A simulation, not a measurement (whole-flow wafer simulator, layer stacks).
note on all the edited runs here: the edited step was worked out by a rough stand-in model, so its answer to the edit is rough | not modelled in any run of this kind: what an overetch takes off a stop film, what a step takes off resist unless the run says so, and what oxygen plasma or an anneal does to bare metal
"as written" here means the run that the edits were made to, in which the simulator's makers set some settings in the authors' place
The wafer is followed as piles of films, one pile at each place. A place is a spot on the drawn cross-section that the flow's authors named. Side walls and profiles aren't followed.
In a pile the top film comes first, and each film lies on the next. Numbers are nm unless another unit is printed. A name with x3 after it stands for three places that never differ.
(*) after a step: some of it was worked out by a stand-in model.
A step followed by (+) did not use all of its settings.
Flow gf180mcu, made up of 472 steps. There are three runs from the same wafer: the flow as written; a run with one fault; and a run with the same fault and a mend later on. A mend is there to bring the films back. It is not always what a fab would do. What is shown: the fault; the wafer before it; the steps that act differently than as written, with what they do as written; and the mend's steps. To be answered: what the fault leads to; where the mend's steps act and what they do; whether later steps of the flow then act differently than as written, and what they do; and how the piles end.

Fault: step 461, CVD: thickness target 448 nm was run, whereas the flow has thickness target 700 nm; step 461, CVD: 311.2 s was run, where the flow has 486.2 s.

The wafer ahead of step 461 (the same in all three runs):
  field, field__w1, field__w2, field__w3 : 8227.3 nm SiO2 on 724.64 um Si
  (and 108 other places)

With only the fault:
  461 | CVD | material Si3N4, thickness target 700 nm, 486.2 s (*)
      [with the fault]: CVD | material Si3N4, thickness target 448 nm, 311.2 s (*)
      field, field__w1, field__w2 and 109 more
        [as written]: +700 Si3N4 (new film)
        [with the fault]: +448.1 Si3N4 (new film)
  Steps later in the flow that act otherwise than as written (4 other steps are not shown; they differ only slightly, by no more than 2% or 0.5 nm, whichever is larger):
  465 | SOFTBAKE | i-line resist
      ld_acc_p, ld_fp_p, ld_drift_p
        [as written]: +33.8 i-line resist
        [with the fault]: +32.5 i-line resist
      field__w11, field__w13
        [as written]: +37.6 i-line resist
        [with the fault]: +36.4 i-line resist
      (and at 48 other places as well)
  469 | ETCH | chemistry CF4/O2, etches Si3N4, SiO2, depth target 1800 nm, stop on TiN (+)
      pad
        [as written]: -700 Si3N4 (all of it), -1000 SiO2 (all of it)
        [with the fault]: -448.1 Si3N4 (all of it), -1000 SiO2 (all of it)
  At field, field__w1, field__w2 and 108 more, the piles at the end differ from the flow's by more than 2% or 0.5 nm, whichever is larger.
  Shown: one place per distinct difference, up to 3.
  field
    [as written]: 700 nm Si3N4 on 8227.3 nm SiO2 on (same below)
    [with the fault]: 448.1 nm Si3N4 on 8227.3 nm SiO2 on (same below)
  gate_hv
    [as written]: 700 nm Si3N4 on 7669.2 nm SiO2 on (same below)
    [with the fault]: 448.1 nm Si3N4 on 7669.2 nm SiO2 on (same below)
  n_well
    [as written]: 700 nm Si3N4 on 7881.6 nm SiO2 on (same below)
    [with the fault]: 448.1 nm Si3N4 on 7881.6 nm SiO2 on (same below)

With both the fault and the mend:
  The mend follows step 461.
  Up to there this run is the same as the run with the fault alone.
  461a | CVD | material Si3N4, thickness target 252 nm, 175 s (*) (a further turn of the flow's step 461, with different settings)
      field, field__w1, field__w2 and 109 more
        +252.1 Si3N4
  Later steps of the flow that are run all act as written at every place that is followed, up to a difference of at most 2% or 0.5 nm, whichever is larger.
  At the end the piles are close to the flow's at the places that both follow, differing by at most 2% or 0.5 nm, whichever is larger.
